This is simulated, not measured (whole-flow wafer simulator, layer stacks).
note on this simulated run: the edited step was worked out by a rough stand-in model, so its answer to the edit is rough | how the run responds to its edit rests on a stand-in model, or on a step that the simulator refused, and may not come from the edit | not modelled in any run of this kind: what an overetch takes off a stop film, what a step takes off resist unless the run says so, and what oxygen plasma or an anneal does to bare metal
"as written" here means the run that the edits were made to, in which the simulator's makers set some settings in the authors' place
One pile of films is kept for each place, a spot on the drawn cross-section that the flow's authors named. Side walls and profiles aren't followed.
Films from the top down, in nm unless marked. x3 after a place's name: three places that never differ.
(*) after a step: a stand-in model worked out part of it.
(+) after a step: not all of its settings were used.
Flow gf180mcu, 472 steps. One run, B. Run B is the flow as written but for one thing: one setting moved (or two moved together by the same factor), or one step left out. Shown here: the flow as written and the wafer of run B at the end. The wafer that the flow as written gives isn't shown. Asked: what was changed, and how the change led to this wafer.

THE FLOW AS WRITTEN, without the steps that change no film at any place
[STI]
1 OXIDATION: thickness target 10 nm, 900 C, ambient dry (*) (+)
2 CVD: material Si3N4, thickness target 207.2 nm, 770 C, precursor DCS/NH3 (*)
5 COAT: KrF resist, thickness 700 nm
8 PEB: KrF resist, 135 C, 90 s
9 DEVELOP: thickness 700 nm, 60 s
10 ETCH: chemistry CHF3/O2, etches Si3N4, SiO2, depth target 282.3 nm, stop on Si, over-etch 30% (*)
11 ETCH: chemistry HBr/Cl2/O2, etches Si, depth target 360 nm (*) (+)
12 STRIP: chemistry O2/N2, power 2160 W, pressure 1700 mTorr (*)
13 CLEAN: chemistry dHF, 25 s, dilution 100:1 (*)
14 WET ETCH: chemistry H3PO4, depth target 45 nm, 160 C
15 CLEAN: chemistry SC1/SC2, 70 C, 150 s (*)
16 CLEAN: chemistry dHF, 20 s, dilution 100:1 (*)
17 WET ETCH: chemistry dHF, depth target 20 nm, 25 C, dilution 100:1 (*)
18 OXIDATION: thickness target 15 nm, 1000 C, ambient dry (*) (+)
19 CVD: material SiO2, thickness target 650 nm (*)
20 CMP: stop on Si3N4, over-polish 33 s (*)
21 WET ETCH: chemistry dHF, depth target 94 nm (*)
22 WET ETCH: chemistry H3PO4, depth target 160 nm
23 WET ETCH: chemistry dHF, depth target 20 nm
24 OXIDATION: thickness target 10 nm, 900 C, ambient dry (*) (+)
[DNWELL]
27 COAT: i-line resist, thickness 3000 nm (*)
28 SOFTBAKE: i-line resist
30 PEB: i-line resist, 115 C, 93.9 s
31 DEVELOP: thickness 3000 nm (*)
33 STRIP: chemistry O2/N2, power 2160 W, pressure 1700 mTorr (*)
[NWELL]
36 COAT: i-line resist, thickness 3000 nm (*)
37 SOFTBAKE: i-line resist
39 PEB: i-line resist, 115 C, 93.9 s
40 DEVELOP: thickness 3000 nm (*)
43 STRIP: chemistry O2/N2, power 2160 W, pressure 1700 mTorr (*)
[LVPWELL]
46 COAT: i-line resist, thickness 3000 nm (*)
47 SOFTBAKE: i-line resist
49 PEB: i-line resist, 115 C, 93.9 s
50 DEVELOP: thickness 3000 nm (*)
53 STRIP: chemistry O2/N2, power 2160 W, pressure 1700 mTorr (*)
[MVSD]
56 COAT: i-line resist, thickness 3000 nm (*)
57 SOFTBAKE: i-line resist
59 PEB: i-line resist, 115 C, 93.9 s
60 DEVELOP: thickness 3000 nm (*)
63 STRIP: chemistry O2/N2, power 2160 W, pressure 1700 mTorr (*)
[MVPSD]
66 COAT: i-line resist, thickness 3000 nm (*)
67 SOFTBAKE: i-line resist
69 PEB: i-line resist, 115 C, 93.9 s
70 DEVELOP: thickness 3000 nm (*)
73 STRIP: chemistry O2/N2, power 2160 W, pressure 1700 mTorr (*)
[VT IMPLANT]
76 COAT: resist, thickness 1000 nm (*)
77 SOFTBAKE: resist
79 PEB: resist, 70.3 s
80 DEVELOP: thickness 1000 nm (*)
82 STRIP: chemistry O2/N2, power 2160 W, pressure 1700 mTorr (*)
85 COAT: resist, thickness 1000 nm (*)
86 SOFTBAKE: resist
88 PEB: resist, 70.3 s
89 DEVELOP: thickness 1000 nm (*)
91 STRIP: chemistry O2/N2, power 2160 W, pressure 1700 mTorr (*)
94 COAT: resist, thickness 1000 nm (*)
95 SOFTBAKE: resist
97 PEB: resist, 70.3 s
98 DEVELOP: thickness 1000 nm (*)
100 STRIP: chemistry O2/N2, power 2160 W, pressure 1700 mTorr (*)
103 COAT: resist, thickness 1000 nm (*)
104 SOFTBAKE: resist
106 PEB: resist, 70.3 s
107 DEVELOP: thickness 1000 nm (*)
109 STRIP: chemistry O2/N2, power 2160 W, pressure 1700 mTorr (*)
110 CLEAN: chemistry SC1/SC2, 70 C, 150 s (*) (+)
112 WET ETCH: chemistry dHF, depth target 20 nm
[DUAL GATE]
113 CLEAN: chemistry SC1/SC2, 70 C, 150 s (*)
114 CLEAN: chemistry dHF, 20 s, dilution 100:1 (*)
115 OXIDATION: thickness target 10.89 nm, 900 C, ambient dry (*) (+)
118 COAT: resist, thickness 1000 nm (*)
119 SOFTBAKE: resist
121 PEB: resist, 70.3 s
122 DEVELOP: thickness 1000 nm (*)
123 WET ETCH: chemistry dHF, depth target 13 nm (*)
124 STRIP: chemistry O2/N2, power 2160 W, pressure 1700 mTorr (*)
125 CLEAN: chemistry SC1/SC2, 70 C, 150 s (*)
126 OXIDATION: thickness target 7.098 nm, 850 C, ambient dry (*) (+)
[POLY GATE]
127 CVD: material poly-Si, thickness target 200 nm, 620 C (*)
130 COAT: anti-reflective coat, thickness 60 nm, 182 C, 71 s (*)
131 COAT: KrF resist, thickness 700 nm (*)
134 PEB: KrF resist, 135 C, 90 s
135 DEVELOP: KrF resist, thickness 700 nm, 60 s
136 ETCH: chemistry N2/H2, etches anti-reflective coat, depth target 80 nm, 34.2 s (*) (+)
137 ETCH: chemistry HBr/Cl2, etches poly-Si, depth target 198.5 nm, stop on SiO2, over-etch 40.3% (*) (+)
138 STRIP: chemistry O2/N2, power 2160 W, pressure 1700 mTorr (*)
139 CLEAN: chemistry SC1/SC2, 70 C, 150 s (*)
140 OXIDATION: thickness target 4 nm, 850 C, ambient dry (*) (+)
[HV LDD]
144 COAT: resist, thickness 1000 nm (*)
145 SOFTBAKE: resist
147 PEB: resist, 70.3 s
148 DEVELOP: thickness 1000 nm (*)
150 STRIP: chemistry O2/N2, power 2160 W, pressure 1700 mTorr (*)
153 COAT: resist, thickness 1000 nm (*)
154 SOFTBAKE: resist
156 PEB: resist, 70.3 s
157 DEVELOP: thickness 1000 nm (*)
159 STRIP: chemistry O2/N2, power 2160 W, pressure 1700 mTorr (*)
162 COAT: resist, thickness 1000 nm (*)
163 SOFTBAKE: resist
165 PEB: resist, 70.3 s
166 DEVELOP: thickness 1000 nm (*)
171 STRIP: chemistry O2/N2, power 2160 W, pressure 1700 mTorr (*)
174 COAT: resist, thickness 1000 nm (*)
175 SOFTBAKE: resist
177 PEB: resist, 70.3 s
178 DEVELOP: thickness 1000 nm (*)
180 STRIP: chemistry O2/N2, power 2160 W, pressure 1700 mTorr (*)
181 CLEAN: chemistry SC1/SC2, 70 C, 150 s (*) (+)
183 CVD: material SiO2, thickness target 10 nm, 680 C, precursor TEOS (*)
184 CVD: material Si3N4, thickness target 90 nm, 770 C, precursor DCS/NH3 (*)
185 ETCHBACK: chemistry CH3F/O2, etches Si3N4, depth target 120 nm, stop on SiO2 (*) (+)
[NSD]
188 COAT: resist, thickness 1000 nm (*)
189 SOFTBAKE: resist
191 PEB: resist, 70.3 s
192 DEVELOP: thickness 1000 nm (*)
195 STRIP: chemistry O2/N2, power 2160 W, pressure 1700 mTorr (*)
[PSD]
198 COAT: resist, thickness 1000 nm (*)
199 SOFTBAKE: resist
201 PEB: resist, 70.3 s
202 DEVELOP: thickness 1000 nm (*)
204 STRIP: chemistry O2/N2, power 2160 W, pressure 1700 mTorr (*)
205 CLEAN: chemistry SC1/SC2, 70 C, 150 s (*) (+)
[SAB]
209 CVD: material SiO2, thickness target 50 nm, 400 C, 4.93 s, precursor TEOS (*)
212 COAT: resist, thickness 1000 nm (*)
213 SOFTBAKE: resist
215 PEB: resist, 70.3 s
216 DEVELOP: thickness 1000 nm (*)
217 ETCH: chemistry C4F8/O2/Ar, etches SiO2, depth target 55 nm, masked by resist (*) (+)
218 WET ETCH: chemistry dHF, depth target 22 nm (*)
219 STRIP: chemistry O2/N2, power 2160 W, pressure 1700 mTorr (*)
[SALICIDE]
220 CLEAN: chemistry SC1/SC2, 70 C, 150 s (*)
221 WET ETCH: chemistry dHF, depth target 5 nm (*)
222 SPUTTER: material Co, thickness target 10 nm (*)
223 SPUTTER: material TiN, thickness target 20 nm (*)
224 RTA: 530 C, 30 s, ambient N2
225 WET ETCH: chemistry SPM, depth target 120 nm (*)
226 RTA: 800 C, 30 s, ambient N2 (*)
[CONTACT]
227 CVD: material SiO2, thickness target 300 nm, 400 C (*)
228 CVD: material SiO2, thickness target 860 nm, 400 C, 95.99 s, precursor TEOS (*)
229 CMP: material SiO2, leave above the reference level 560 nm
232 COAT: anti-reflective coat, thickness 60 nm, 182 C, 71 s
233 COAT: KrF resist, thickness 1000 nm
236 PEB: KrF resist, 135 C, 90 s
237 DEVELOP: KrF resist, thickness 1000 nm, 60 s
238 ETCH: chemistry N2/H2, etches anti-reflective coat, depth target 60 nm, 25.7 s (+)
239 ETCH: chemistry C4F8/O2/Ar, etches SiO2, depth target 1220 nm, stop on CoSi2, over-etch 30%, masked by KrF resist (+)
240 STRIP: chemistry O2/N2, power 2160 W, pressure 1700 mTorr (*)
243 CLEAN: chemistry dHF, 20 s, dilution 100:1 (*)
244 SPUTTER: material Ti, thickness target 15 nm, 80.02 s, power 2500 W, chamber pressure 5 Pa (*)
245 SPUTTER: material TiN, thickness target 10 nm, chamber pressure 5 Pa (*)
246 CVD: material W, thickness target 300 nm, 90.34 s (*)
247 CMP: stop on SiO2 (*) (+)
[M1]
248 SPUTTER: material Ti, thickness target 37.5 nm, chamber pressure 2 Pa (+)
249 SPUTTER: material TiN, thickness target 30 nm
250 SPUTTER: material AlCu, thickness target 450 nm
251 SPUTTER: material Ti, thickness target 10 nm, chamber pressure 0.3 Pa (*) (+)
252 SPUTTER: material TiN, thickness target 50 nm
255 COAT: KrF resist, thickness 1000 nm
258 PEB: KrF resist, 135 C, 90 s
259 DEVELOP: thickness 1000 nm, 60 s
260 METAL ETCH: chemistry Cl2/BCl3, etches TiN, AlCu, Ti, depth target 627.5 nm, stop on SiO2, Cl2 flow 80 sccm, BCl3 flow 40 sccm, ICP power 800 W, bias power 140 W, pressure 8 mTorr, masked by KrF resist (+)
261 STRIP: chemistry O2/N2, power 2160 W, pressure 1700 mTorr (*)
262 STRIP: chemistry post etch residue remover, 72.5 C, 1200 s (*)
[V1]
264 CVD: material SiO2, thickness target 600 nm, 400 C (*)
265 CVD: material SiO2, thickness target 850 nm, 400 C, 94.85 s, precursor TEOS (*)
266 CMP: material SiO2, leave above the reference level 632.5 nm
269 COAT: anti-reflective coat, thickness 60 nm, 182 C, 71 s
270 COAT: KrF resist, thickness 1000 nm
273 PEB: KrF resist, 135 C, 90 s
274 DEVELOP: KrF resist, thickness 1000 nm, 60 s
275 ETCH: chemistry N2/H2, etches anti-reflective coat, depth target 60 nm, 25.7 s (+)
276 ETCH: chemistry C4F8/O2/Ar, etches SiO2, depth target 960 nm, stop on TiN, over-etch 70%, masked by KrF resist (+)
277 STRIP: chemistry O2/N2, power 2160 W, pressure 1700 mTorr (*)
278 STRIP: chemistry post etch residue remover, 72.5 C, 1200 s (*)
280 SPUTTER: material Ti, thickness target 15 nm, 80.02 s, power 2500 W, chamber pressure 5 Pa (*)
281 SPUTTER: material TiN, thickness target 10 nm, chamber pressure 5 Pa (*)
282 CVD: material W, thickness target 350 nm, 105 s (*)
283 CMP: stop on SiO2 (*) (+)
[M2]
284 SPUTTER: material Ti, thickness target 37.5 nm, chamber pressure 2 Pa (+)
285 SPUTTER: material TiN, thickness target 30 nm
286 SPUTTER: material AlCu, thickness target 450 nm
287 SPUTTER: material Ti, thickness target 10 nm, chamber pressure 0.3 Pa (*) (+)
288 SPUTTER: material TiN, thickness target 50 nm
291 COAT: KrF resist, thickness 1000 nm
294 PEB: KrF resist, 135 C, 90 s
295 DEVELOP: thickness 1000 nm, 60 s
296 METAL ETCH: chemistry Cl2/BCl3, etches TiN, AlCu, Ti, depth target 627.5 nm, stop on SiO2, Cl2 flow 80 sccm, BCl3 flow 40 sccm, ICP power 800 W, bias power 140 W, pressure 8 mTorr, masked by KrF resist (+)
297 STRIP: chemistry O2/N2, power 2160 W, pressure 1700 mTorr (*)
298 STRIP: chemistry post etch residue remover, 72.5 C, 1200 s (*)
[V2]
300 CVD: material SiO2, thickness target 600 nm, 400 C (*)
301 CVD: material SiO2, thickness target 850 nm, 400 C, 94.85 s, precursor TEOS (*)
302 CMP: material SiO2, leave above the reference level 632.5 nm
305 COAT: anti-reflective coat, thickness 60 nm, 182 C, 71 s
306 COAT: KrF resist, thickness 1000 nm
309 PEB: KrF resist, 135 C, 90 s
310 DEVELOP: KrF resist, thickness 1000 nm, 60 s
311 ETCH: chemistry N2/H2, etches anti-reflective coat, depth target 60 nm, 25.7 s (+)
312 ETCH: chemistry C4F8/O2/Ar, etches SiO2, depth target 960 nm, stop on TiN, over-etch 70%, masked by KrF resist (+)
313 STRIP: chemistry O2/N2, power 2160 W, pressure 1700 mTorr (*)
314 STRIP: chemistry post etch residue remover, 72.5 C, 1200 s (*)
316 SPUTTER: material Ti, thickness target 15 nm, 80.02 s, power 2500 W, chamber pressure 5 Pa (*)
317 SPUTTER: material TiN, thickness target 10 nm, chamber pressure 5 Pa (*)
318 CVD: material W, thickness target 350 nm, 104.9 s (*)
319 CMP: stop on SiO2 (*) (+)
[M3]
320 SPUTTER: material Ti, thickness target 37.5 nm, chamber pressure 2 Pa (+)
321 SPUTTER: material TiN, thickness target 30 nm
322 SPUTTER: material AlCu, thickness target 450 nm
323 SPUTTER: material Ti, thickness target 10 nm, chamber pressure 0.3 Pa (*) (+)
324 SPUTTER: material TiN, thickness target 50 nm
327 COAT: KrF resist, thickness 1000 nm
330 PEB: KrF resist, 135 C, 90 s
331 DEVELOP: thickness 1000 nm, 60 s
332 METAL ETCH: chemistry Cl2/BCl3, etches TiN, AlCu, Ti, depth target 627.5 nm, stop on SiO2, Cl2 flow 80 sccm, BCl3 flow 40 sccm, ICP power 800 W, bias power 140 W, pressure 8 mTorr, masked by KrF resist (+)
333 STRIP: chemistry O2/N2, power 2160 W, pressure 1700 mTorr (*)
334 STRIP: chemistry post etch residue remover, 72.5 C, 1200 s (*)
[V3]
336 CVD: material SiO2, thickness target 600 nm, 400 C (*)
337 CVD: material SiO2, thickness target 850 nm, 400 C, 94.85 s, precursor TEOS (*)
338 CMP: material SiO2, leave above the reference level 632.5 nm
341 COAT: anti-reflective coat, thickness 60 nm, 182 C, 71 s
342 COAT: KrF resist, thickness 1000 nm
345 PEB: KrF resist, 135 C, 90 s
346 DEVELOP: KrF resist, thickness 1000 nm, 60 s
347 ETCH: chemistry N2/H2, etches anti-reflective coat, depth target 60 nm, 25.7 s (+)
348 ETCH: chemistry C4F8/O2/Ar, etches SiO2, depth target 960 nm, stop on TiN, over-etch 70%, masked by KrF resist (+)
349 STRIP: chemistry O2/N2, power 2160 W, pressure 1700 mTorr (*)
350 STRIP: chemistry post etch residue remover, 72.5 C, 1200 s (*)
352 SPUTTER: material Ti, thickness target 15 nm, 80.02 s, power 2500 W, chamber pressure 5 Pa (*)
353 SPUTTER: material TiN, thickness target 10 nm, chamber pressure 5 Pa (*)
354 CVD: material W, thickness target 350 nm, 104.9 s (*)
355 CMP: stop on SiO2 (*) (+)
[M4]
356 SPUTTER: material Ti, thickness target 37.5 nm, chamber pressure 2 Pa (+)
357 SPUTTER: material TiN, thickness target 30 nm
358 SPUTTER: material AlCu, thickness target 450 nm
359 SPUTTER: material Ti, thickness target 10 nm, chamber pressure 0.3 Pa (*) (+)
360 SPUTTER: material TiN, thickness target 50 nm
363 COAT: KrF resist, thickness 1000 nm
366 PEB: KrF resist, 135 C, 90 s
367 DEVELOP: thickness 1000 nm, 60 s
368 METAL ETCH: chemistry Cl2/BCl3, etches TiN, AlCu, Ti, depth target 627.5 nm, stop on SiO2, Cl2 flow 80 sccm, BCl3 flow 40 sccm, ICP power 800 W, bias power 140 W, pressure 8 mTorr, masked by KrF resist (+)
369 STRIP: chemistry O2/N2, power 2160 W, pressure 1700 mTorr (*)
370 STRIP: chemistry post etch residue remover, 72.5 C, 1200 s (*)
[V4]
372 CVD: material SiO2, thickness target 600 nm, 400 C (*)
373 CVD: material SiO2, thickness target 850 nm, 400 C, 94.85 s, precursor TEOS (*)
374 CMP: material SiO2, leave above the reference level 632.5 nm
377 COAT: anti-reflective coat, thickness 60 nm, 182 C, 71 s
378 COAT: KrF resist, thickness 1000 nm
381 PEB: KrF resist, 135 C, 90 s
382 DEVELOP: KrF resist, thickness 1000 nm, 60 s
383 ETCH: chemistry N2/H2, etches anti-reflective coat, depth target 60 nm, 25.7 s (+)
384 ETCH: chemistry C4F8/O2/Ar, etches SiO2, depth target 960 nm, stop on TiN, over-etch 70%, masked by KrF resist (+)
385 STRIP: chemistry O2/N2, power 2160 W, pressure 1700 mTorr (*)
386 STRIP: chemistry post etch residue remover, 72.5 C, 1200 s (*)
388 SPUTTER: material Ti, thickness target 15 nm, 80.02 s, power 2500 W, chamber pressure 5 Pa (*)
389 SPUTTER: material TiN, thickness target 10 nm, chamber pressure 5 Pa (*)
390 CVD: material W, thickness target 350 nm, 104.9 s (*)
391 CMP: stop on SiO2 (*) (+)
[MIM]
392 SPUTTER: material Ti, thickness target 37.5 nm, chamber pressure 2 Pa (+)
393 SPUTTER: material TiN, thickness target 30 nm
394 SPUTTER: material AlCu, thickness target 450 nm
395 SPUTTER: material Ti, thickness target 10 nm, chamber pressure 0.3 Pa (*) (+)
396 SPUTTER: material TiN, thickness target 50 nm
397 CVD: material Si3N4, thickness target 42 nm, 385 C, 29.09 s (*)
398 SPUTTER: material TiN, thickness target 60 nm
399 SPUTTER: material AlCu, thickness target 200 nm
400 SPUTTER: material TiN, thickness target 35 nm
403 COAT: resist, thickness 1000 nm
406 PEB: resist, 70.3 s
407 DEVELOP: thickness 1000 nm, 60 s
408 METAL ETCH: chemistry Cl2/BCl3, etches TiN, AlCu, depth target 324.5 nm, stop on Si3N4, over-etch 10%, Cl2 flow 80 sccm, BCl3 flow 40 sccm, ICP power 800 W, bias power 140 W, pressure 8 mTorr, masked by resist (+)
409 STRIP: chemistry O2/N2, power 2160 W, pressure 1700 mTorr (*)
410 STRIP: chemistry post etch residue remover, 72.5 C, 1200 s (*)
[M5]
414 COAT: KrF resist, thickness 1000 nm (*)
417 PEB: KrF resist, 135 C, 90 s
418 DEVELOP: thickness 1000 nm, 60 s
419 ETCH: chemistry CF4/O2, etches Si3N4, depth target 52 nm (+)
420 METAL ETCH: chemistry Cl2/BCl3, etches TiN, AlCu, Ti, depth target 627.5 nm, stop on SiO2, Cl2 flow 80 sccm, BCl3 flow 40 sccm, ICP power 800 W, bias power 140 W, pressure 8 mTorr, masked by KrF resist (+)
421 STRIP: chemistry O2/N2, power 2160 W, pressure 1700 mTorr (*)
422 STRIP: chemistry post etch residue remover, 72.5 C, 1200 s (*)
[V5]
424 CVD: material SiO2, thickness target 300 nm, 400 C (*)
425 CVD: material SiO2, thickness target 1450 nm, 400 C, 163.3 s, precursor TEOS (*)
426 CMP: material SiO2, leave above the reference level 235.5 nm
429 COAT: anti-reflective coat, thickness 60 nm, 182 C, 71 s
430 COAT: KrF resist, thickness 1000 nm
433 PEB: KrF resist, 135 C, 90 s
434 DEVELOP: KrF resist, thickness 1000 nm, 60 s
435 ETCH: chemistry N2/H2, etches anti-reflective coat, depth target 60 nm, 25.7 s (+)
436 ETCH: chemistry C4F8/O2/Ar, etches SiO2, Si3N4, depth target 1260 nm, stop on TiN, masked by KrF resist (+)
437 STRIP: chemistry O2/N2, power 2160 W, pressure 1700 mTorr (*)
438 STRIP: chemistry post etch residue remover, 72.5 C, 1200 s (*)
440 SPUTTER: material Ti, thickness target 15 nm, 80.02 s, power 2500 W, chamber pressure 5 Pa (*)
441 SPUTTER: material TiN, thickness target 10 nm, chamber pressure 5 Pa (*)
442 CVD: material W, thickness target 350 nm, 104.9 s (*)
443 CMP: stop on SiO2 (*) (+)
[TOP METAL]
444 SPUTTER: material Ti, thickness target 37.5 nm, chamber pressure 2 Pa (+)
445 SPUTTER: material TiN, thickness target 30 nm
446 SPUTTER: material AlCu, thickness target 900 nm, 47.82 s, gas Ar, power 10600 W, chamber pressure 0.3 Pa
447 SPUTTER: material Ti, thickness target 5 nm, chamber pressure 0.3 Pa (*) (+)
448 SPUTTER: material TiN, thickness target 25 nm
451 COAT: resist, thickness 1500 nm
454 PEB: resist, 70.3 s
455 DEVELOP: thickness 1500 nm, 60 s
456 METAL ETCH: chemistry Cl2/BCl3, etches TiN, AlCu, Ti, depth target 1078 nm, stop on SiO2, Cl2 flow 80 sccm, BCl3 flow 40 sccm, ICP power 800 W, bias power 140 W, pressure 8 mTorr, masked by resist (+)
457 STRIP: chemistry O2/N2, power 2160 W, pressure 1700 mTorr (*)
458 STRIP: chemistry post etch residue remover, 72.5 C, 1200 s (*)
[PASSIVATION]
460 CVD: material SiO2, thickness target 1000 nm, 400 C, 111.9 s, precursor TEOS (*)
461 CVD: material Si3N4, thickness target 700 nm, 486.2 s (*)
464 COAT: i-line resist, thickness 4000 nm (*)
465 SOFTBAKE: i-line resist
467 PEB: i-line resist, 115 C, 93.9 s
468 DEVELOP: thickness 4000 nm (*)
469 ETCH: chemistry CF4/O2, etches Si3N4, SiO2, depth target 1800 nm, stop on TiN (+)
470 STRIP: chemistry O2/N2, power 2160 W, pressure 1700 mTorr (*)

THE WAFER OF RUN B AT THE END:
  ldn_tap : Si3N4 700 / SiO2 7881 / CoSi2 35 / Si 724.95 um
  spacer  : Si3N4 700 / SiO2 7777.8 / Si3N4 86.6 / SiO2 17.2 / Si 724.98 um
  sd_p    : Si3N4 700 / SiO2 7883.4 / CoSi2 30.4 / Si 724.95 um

The cause: step 209, CVD: thickness target 78.5 nm was run, where the flow has thickness target 50 nm; step 209, CVD: 7.74 s was run, where the flow has 4.93 s.

How the change led to this, step by step:
  209 CVD: material SiO2, thickness target 50 nm, 400 C, 4.93 s, precursor TEOS (*)
      field, field__w7, field__w8 and 73 more: SiO2 +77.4 (as written it would be: SiO2 +50)
      field_sub, field_sub__w2, ld_drn_n, ld_sd_p: SiO2 +75.6 (as written it would be: SiO2 +48.8)
      (and at 29 more places)
  217 ETCH: chemistry C4F8/O2/Ar, etches SiO2, depth target 55 nm, masked by resist (*) (+)
      spacer: SiO2 -55 (as written it would be: SiO2 -50 (all of it), Si3N4 -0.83)
  218 WET ETCH: chemistry dHF, depth target 22 nm (*)
      ldn_tap, ldn_src, ldn_drn, ldp_tap, ldp_src, ldp_drn, ldp_gr: SiO2 -40.5 (as written it would be: SiO2 -16 (all of it))
      ld_drn_n, ld_sd_p: SiO2 -39.1 (as written it would be: SiO2 -14.8 (all of it))
      (and at 91 more places)
  219 STRIP: chemistry O2/N2, power 2160 W, pressure 1700 mTorr (*)
      active_hv, active_nat, ld_sd_n and 11 more: nothing (as written it would be: chemical SiO2 +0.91 (new film), Si -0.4)
  221 WET ETCH: chemistry dHF, depth target 5 nm (*)
      ldn_tap, ldp_src, ldp_drn, ldp_gr: SiO2 -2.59 (all of it) (as written it would be: chemical SiO2 -0.76 (all of it))
      ldn_src, ldn_drn, ldp_tap: SiO2 -2.58 (all of it) (as written it would be: chemical SiO2 -0.76 (all of it))
      (and at 7 more places)
  223 SPUTTER: material TiN, thickness target 20 nm (*)
      field__w12: TiN +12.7 (new film) (as written it would be: TiN +12 (new film))
      sd_p: TiN +17 (new film) (as written it would be: TiN +17.9 (new film))
      (and at 1 more place)
  224 RTA: 530 C, 30 s, ambient N2
      sd_p: under 1 film: CoSi +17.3 (new film), Co -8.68 (all of it), Si -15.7 (as written it would be: under 1 film: CoSi +18.1 (new film), Co -9.09 (all of it), Si -16.5)
  225 WET ETCH: chemistry SPM, depth target 120 nm (*)
      field__w12: TiN -12.7 (all of it), Co -6.46 (all of it) (as written it would be: TiN -12 (all of it), Co -6.15 (all of it))
      sd_p: TiN -17 (all of it) (as written it would be: TiN -17.9 (all of it))
      (and at 1 more place)
  226 RTA: 800 C, 30 s, ambient N2 (*)
      sd_p: CoSi2 +30.4 (new film), CoSi -17.3 (all of it), Si -15.7 (as written it would be: CoSi2 +31.8 (new film), CoSi -18.1 (all of it), Si -16.5)
  229 CMP: material SiO2, leave above the reference level 560 nm
      ldn_sep__w1, ldn_sep__w2, ldn_dft and 8 more: SiO2 -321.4 (as written it would be: SiO2 -311)
      sti, mim_1p0, pad, dice_street, iso_nw_fld, iso_fld_sub: SiO2 -307.2 (as written it would be: SiO2 -296.8)
      (and at 45 more places)
